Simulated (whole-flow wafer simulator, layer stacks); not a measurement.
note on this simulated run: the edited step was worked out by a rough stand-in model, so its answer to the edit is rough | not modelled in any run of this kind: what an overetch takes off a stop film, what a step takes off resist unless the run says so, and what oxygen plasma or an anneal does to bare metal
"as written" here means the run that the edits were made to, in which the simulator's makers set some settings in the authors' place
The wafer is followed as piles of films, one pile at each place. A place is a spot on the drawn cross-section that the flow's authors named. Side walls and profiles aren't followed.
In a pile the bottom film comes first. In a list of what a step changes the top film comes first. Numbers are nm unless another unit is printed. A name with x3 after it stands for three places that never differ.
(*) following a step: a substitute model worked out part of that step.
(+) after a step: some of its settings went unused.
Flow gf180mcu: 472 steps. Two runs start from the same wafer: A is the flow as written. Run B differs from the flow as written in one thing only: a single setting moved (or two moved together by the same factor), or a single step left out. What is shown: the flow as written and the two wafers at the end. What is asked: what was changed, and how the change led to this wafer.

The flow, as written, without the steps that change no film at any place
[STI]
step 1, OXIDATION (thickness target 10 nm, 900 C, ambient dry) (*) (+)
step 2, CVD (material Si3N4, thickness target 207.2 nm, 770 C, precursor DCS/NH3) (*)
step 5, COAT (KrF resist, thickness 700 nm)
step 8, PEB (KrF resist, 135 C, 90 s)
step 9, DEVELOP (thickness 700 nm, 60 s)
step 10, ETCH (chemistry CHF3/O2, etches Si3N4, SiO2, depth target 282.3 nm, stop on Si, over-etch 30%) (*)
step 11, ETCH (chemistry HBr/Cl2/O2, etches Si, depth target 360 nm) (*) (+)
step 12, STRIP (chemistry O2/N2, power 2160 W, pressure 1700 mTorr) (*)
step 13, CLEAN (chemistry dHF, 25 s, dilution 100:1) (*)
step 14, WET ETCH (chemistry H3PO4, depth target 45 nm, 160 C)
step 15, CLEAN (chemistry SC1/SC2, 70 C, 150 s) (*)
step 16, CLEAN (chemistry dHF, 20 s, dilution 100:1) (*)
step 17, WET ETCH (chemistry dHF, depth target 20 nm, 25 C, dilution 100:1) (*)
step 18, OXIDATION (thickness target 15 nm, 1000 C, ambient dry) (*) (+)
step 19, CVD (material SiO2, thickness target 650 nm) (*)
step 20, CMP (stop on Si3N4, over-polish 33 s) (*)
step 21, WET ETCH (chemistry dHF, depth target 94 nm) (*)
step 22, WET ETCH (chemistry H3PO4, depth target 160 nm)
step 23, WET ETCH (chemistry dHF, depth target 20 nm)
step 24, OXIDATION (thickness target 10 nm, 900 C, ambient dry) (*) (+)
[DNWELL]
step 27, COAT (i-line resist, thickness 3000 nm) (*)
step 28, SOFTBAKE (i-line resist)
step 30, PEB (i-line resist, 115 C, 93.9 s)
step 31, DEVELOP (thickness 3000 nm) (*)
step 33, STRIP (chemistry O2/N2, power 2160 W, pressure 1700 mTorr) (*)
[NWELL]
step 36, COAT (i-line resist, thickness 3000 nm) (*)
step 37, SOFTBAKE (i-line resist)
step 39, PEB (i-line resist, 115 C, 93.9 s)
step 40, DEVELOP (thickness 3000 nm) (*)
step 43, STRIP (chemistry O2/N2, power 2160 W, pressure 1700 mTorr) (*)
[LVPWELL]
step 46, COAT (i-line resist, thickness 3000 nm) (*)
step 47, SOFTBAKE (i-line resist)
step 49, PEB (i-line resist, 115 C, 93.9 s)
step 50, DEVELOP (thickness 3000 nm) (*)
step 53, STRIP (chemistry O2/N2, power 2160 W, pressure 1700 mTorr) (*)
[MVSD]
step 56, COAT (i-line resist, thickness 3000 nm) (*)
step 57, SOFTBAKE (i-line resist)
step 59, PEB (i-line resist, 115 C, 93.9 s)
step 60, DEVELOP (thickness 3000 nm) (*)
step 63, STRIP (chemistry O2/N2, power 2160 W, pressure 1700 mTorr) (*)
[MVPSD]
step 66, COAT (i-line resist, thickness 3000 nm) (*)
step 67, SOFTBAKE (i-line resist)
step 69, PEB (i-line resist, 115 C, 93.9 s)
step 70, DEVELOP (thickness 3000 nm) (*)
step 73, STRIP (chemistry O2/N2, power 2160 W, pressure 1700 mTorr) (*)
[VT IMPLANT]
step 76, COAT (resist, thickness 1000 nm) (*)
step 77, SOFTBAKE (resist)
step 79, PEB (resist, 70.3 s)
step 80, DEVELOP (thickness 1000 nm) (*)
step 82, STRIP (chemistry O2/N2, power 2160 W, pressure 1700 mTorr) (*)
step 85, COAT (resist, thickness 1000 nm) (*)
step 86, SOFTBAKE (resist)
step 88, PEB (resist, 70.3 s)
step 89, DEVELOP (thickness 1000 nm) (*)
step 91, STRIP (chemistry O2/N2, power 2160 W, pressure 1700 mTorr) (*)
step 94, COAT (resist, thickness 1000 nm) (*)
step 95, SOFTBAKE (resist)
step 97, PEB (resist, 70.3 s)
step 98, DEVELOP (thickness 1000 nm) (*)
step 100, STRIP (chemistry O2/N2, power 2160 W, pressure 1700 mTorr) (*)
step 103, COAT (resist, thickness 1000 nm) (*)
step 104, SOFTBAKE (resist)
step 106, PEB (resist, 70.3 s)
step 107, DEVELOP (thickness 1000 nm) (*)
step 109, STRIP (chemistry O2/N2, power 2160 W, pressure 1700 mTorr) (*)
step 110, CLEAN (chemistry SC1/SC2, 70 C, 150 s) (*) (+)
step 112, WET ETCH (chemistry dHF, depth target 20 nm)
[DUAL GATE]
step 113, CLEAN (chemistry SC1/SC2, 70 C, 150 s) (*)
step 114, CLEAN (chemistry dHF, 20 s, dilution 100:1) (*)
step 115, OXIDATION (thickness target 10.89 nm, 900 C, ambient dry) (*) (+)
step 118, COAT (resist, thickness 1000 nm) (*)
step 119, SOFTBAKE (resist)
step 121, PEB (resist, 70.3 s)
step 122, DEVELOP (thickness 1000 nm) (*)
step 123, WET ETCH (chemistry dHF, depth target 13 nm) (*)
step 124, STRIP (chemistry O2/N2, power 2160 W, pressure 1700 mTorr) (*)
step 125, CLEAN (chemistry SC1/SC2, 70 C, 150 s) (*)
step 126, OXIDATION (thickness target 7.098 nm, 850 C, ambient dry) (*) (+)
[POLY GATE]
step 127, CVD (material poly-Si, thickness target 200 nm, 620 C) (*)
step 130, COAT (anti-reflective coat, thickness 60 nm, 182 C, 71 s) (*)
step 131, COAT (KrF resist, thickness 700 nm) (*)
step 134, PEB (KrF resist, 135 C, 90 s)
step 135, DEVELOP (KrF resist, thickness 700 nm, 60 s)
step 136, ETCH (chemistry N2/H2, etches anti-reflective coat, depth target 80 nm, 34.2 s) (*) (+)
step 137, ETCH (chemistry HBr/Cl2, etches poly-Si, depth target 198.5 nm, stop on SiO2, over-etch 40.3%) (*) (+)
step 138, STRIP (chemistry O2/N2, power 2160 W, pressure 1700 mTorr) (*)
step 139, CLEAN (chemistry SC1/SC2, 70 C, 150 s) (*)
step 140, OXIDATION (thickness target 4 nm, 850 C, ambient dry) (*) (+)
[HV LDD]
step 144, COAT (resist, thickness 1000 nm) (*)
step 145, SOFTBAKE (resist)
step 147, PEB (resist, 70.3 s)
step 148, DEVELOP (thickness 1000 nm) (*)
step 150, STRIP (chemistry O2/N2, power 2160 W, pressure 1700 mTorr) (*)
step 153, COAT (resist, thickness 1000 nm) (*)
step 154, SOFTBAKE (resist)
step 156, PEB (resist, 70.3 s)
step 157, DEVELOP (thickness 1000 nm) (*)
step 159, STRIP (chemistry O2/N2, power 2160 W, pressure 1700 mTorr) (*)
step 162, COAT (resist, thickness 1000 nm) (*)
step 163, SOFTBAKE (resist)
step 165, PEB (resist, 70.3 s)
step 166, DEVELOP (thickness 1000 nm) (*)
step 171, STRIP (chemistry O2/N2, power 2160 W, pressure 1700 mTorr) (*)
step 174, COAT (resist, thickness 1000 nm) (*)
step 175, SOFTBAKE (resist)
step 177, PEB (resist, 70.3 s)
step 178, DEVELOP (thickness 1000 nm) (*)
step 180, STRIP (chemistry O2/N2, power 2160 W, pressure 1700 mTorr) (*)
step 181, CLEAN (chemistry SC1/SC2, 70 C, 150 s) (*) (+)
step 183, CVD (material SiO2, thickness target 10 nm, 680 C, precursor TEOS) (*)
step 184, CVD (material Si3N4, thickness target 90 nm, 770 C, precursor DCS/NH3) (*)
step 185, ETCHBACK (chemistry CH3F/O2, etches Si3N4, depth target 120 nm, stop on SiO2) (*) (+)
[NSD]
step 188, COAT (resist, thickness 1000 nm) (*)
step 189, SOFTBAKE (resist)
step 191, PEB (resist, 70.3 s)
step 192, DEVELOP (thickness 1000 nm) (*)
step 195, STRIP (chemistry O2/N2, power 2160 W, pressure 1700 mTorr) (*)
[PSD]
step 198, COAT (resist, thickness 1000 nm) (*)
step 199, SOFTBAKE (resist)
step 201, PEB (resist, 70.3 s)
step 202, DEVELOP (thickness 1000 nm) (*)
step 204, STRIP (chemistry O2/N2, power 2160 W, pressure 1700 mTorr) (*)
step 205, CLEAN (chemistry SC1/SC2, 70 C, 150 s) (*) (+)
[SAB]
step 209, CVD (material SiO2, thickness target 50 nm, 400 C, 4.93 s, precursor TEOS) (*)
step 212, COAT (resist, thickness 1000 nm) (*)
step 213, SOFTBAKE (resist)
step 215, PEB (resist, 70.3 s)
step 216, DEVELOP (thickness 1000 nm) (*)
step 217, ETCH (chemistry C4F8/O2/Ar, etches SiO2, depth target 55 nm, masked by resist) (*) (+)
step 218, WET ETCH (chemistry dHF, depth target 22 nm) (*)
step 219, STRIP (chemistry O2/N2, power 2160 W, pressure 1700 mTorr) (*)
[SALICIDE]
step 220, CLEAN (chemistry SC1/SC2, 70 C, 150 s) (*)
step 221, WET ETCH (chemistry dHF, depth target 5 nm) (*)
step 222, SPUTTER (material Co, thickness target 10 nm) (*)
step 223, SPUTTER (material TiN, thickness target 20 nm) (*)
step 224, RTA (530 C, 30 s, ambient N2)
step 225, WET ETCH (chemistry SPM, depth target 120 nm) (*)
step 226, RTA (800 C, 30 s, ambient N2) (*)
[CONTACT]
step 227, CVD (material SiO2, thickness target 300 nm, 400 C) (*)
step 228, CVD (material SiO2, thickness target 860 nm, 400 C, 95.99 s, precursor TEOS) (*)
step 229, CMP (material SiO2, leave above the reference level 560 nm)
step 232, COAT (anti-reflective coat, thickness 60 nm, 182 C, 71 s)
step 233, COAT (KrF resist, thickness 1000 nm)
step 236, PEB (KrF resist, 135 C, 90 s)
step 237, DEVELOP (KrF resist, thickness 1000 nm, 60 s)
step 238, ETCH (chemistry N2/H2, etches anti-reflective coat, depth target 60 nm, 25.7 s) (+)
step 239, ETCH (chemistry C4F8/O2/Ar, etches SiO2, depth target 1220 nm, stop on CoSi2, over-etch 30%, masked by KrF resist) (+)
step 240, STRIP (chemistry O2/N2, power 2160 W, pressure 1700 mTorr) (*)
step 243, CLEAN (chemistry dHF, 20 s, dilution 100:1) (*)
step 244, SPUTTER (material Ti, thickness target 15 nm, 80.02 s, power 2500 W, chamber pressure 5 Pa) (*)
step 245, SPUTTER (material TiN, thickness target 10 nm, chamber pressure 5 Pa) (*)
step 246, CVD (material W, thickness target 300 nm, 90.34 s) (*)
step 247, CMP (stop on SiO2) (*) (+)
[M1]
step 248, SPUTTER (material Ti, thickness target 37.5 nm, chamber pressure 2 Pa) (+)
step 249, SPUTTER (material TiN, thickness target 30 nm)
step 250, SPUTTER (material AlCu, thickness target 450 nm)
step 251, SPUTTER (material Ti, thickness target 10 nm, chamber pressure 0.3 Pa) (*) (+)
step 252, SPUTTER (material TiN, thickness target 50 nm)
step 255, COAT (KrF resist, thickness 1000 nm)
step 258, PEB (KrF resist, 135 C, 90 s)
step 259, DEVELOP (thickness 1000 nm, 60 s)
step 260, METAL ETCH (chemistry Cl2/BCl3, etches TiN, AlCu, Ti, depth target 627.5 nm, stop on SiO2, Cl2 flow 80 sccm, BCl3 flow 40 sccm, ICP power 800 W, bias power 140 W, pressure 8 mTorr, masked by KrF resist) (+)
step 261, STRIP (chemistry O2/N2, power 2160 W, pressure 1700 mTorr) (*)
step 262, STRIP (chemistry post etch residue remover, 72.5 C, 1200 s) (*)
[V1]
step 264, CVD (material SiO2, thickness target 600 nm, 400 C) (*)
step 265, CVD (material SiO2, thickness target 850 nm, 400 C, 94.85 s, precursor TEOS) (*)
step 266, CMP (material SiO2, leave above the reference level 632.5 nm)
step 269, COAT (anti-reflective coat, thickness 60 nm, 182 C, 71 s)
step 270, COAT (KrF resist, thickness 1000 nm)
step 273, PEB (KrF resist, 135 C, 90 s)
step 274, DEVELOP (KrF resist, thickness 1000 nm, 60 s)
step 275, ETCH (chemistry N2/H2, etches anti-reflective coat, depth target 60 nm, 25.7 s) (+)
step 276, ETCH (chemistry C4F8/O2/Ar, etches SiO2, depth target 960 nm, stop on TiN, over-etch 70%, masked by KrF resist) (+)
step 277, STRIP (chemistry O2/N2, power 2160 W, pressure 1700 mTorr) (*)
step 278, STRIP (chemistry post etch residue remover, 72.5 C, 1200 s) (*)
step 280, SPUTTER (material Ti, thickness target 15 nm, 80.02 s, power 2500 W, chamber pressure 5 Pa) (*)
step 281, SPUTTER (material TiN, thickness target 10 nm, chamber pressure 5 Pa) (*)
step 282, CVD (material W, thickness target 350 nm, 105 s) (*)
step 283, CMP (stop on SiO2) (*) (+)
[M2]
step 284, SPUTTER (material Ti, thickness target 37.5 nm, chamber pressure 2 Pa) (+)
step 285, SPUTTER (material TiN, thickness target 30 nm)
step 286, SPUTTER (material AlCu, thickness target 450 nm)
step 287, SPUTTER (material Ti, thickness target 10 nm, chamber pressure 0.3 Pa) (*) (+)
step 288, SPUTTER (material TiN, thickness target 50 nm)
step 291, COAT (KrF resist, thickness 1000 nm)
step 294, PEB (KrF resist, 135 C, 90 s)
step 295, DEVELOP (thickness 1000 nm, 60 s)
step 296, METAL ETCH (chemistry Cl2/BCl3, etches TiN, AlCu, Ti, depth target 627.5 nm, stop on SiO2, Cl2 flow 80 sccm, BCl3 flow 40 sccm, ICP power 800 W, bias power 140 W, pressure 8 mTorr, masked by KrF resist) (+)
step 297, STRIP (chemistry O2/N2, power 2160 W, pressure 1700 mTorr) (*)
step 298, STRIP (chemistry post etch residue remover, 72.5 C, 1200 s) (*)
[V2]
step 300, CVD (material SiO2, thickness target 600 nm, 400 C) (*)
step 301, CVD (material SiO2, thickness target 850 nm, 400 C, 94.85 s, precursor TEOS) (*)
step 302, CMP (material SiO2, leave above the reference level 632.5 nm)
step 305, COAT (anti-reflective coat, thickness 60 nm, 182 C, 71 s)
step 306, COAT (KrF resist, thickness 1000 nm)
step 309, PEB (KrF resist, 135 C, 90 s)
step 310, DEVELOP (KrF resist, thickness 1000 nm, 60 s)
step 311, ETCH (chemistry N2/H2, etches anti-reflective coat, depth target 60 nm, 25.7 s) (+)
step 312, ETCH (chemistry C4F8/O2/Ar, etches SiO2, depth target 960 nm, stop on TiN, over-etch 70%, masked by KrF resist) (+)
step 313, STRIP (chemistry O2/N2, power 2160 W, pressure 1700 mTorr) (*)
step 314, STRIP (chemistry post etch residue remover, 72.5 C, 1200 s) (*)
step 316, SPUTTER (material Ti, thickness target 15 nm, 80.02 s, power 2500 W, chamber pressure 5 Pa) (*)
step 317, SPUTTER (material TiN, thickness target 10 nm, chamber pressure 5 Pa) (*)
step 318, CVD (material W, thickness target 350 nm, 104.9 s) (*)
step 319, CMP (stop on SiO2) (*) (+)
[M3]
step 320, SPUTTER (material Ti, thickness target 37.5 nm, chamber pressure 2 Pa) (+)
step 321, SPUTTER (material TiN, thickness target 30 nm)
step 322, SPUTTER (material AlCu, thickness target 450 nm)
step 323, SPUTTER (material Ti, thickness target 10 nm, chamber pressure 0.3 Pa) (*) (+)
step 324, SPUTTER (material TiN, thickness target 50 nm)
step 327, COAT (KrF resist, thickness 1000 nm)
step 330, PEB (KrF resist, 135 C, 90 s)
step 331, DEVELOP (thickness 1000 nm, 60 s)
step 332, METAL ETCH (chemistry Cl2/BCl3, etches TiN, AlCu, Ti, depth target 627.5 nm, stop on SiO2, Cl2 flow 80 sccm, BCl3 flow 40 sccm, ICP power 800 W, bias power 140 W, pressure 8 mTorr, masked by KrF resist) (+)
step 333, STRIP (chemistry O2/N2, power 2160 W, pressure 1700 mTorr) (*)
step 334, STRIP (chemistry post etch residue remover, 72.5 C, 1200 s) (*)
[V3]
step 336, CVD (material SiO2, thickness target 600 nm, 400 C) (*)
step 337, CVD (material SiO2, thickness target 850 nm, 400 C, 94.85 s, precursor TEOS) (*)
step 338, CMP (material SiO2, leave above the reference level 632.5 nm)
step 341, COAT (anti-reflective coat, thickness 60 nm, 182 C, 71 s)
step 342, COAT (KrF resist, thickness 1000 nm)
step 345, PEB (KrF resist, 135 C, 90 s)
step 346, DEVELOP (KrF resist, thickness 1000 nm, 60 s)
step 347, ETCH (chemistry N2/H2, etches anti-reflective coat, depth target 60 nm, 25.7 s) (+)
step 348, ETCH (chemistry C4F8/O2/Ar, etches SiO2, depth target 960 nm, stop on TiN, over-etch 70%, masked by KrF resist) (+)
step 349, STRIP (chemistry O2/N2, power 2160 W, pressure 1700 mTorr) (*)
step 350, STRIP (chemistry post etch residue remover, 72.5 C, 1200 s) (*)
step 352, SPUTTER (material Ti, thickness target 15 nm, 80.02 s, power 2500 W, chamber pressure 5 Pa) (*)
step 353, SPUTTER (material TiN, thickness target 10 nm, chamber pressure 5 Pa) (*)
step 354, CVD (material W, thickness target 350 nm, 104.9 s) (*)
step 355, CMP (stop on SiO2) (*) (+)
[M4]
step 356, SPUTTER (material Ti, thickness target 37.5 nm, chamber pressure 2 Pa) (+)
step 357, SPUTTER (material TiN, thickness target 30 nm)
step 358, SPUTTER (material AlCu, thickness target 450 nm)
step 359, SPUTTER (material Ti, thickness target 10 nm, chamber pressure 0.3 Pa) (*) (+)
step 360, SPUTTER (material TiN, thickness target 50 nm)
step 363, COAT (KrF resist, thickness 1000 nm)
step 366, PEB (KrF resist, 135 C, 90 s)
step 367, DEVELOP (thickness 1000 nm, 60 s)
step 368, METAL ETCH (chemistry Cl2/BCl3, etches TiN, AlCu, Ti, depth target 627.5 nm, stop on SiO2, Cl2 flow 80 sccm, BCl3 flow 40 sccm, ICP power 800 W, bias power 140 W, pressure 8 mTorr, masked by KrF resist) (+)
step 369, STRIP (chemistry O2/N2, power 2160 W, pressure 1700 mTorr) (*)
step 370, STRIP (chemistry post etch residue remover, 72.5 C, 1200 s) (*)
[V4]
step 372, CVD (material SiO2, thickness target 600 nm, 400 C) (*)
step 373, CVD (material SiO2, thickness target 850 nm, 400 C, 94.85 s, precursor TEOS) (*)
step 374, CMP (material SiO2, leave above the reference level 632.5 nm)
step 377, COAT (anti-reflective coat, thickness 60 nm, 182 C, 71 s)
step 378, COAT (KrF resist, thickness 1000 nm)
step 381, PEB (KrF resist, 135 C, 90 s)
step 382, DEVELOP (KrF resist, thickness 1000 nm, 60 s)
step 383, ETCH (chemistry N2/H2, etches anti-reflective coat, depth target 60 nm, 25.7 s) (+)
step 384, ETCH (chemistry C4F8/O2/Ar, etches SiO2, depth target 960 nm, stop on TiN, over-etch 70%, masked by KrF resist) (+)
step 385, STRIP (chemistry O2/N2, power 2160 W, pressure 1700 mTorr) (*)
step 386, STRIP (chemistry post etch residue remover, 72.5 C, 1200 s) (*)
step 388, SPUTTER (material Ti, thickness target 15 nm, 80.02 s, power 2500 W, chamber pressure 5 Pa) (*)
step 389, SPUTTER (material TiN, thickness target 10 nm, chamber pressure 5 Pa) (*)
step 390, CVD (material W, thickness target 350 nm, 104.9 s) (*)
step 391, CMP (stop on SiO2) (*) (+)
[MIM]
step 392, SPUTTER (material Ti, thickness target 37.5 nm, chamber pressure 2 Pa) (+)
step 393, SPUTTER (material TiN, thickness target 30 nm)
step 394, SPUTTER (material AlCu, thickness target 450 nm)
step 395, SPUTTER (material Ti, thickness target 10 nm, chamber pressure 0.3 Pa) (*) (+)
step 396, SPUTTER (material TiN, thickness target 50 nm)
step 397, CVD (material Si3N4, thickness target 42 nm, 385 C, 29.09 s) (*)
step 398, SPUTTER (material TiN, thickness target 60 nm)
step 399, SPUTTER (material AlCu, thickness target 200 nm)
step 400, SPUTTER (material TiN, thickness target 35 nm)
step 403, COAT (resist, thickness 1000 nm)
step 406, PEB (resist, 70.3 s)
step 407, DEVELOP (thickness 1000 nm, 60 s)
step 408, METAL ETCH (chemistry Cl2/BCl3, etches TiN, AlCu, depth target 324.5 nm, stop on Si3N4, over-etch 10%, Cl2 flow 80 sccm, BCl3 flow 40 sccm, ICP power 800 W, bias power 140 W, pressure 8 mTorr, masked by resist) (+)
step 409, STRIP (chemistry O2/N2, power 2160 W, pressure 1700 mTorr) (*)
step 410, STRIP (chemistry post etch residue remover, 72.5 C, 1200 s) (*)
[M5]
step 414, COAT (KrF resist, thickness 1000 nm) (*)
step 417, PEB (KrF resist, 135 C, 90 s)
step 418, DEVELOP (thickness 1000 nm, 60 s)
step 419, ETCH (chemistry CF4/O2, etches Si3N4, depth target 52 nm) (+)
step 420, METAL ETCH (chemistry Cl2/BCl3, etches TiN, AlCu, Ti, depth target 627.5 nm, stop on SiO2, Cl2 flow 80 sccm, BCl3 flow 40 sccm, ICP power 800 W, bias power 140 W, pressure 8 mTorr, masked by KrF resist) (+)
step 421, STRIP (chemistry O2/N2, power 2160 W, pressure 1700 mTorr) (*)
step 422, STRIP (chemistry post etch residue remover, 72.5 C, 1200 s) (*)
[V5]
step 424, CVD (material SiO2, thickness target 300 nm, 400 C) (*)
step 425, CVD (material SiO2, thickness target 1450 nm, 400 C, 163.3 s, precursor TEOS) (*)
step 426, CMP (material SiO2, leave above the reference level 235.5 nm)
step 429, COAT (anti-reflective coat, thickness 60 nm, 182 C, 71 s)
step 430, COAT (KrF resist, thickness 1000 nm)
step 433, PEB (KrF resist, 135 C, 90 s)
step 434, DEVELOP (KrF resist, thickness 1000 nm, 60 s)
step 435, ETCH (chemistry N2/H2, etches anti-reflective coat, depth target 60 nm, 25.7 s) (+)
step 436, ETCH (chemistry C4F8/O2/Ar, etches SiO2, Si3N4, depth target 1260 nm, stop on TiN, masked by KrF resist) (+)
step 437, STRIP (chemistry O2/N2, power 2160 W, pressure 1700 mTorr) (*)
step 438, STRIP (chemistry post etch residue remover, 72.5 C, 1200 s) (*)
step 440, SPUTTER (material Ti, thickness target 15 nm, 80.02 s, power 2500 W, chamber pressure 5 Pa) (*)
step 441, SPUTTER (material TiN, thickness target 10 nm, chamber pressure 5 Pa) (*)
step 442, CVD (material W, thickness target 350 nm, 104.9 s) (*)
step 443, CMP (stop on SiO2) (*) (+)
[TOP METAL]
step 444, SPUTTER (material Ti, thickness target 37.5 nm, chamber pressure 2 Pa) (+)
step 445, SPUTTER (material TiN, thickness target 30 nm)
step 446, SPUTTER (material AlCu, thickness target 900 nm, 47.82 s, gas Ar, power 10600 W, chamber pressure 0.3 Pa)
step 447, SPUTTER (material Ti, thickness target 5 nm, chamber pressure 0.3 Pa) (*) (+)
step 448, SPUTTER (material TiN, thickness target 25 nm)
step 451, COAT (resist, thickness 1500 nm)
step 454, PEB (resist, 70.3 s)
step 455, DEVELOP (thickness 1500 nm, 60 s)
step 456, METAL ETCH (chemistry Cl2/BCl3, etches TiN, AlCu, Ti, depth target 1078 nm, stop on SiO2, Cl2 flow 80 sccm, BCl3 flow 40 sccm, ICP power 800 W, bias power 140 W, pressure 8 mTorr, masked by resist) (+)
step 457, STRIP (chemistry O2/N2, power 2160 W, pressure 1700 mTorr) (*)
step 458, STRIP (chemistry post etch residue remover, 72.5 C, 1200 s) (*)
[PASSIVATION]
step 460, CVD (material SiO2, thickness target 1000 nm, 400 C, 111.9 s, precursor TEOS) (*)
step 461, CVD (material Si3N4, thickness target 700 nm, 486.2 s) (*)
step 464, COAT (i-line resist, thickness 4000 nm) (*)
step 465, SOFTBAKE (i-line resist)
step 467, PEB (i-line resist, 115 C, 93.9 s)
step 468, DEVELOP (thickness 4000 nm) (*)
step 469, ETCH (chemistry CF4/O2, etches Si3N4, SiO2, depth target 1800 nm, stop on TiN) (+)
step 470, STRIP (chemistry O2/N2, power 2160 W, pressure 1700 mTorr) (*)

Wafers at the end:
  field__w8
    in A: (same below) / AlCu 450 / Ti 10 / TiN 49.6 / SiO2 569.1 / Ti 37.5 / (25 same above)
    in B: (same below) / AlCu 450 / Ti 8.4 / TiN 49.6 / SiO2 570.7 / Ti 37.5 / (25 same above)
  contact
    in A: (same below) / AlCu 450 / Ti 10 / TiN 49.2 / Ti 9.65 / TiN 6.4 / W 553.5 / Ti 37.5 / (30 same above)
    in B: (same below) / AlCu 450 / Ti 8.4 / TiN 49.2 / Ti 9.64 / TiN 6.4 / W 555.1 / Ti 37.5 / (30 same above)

What caused this: step 287, SPUTTER: thickness target 8.4 nm was run, though the flow has thickness target 10 nm.
The wafer lets one read it off: field__w8 has Ti 8.4, and step 287 as written asks for 10 nm.

Step by step, how the change led to this:
  step 287, SPUTTER (material Ti, thickness target 10 nm, chamber pressure 0.3 Pa) (*) (+)
      field, field__w1, field__w2 and 108 more: A Ti gains 10 (new film) | B Ti gains 8.4 (new film)
  step 296, METAL ETCH (chemistry Cl2/BCl3, etches TiN, AlCu, Ti, depth target 627.5 nm, stop on SiO2, Cl2 flow 80 sccm, BCl3 flow 40 sccm, ICP power 800 W, bias power 140 W, pressure 8 mTorr, masked by KrF resist) (+)
      field, field__w1, field__w2 and 103 more: A TiN loses 50 (all of it), Ti loses 10 (all of it), AlCu loses 450 (all of it), TiN loses 30 (all of it), Ti loses 37.5 (all of it) | B TiN loses 50 (all of it), Ti loses 8.4 (all of it), AlCu loses 450 (all of it), TiN loses 30 (all of it), Ti loses 37.5 (all of it)
